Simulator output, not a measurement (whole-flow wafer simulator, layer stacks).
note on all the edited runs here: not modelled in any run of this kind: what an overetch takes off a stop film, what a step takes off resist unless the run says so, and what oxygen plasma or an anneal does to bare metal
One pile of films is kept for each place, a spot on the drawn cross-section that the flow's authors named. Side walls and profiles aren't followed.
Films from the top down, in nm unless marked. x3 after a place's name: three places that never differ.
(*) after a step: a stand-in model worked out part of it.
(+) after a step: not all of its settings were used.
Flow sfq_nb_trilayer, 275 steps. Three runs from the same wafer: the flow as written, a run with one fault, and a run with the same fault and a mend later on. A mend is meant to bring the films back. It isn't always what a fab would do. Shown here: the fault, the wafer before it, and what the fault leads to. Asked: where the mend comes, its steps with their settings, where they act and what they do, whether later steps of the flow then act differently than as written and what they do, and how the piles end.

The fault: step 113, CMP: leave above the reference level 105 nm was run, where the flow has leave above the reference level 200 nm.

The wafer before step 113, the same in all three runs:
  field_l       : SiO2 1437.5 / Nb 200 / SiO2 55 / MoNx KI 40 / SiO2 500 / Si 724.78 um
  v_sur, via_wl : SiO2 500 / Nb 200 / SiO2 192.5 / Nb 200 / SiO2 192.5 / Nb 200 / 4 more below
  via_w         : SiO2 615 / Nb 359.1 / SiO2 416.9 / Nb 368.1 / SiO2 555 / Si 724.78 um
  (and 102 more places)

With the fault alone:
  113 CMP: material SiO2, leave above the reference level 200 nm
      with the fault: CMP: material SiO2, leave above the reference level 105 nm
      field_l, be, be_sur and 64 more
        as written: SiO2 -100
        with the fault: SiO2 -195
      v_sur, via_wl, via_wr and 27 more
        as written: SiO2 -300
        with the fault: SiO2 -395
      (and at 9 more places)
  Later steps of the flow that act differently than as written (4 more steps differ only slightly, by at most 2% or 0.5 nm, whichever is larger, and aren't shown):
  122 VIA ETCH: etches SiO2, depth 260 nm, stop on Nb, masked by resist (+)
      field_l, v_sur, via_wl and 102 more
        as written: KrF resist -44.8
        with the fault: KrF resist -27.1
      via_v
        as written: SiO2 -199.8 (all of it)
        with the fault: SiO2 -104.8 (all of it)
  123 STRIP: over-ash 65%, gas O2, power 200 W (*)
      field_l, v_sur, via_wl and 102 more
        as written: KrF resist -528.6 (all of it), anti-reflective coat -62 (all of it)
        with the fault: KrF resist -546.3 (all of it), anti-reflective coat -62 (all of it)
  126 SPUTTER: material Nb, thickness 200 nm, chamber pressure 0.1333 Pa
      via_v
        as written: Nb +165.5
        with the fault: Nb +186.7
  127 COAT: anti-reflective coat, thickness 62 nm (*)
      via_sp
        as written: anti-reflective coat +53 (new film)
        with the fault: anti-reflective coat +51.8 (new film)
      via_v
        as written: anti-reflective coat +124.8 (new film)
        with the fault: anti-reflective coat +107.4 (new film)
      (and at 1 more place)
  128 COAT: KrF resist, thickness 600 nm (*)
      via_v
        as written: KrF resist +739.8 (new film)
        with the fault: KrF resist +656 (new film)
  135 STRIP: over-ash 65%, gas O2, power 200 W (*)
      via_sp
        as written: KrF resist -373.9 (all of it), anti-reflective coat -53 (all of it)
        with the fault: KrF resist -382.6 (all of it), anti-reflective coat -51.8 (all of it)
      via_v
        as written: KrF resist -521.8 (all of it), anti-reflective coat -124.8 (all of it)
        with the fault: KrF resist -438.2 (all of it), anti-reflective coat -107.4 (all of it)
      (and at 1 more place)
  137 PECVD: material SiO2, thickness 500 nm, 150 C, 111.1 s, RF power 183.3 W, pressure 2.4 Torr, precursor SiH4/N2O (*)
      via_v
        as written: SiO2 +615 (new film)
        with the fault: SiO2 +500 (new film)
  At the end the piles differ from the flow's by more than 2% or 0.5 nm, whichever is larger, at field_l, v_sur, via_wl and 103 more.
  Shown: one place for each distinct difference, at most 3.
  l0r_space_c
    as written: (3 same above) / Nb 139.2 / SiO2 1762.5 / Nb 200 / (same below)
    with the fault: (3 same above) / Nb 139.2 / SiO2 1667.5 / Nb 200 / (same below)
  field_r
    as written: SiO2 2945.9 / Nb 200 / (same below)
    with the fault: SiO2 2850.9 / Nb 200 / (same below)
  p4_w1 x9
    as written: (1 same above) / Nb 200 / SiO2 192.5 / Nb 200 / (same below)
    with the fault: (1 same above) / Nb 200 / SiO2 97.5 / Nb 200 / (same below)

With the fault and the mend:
  The mend comes after step 114.
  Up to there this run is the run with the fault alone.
  114a PECVD: material SiO2, thickness 95 nm, 150 C, 21.11 s, RF power 183.3 W, pressure 2.4 Torr, precursor SiH4/N2O (the flow's step 112 once more, with other settings)
      field_l, v_sur, via_wl and 103 more
        SiO2 +95
  No later step of the flow acts differently than as written at any place that is followed.
  At the end the piles are the same as the flow's at every place that both follow.
